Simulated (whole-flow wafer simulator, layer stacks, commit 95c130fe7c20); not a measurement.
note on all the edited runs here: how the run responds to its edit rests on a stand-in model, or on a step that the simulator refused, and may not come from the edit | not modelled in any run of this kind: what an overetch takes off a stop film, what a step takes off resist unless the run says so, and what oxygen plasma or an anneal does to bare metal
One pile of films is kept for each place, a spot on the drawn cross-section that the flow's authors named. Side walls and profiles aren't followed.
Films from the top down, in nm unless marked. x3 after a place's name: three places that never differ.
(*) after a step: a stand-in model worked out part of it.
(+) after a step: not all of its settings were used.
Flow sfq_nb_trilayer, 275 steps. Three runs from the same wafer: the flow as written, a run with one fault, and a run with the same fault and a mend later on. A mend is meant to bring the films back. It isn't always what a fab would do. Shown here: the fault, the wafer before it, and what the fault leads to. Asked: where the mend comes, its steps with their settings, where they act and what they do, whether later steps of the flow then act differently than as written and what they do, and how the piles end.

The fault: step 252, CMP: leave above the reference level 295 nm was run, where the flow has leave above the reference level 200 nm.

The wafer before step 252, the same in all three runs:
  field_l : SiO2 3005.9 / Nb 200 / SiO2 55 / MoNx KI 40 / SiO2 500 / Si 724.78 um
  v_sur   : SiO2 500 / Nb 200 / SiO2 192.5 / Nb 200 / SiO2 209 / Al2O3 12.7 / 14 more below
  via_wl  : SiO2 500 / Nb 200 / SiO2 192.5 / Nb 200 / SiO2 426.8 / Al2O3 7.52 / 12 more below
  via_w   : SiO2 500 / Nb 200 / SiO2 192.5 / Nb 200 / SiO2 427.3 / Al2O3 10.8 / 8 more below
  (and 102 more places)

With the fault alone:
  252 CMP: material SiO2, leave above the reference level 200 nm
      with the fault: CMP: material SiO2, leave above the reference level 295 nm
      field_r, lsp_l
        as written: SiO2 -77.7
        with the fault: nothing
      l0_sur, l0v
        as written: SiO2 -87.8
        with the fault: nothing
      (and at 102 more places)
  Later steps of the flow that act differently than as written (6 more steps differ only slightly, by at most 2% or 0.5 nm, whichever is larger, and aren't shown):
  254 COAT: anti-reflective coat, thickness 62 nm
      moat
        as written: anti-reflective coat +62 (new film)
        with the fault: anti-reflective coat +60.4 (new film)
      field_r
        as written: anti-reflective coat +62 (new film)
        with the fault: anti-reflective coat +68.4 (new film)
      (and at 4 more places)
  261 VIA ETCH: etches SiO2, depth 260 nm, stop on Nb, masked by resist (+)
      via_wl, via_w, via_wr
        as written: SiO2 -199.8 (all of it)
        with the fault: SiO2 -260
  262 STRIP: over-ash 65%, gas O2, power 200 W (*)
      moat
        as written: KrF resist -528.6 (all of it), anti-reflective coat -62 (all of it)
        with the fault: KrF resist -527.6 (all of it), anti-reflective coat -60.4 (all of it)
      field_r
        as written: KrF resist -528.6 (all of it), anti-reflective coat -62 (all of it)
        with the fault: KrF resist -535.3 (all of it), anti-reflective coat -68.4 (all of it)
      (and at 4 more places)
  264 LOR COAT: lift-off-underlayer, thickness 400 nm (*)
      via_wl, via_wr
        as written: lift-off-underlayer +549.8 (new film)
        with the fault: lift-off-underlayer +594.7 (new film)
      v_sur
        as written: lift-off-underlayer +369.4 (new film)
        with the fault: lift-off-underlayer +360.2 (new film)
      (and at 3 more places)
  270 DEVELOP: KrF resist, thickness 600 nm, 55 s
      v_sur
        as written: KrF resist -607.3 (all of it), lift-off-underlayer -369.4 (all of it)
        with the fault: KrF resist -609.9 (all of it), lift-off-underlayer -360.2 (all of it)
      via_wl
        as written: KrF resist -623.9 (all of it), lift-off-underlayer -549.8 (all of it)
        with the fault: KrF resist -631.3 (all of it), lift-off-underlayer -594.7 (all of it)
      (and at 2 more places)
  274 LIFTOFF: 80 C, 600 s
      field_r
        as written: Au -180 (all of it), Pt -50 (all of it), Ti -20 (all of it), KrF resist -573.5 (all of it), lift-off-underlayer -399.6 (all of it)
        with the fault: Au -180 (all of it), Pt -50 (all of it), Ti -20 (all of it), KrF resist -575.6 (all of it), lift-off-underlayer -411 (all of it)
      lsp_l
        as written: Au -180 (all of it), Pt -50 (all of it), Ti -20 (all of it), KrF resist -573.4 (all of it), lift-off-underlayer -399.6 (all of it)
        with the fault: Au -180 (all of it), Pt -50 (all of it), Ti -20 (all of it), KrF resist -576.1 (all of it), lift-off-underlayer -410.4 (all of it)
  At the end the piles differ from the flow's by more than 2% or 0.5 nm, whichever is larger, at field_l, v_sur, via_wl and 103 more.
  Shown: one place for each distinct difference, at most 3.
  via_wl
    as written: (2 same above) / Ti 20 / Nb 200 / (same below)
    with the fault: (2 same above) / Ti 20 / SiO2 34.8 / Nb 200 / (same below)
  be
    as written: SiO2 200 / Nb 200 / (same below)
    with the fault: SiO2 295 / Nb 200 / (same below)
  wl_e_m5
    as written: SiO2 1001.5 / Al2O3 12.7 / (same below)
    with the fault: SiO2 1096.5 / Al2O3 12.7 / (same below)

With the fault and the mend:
  The mend comes after step 259.
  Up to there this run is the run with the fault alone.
  259a STRIP: over-ash 65%, gas O2, power 200 W (*)
      p4_fl x3, p4_w1 x9, p4_g1 x2 and 63 more
        KrF resist -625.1 (all of it), anti-reflective coat -62 (all of it)
      field_l, v_sur, via_sp, via_v, wire, be, be_sur
        KrF resist -625 (all of it), anti-reflective coat -62 (all of it)
      jj_sur, ce_l, c5j, ce_r
        KrF resist -624.9 (all of it), anti-reflective coat -61.9 (all of it)
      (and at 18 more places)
  259b CMP: material SiO2, leave above the reference level 200 nm (the flow's step 252 once more)
      field_l, v_sur, via_wl and 99 more
        SiO2 -95
      field_r, lsp_l
        SiO2 -77.7
      l0_sur, l0v
        SiO2 -87.8
  259c COAT: anti-reflective coat, thickness 62 nm (the flow's step 254 once more)
      field_l, v_sur, via_wl and 103 more
        anti-reflective coat +62 (new film)
  259d COAT: KrF resist, thickness 650 nm (the flow's step 255 once more)
      field_l, v_sur, via_wl and 103 more
        KrF resist +650 (new film)
  259e SOFTBAKE: KrF resist (the flow's step 256 once more)
      changes no film at any place that is followed
  259f EXPOSE: photomask I7, dose 11.93 mJ/cm2, NA 0.6, wavelength 248 nm (*) (the flow's step 257 once more)
      changes no film at any place that is followed
  259g PEB: KrF resist, 90 s (the flow's step 258 once more)
      field_l, v_sur, via_wl and 103 more
        KrF resist -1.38
  259h DEVELOP: KrF resist, thickness 650 nm, 60 s (the flow's step 259 once more)
      field_l, v_sur, via_sp and 100 more
        KrF resist -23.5
      via_wl, via_w, via_wr
        KrF resist -648.6 (all of it)
  No later step of the flow acts differently than as written at any place that is followed.
  At the end the piles are the same as the flow's at every place that both follow.
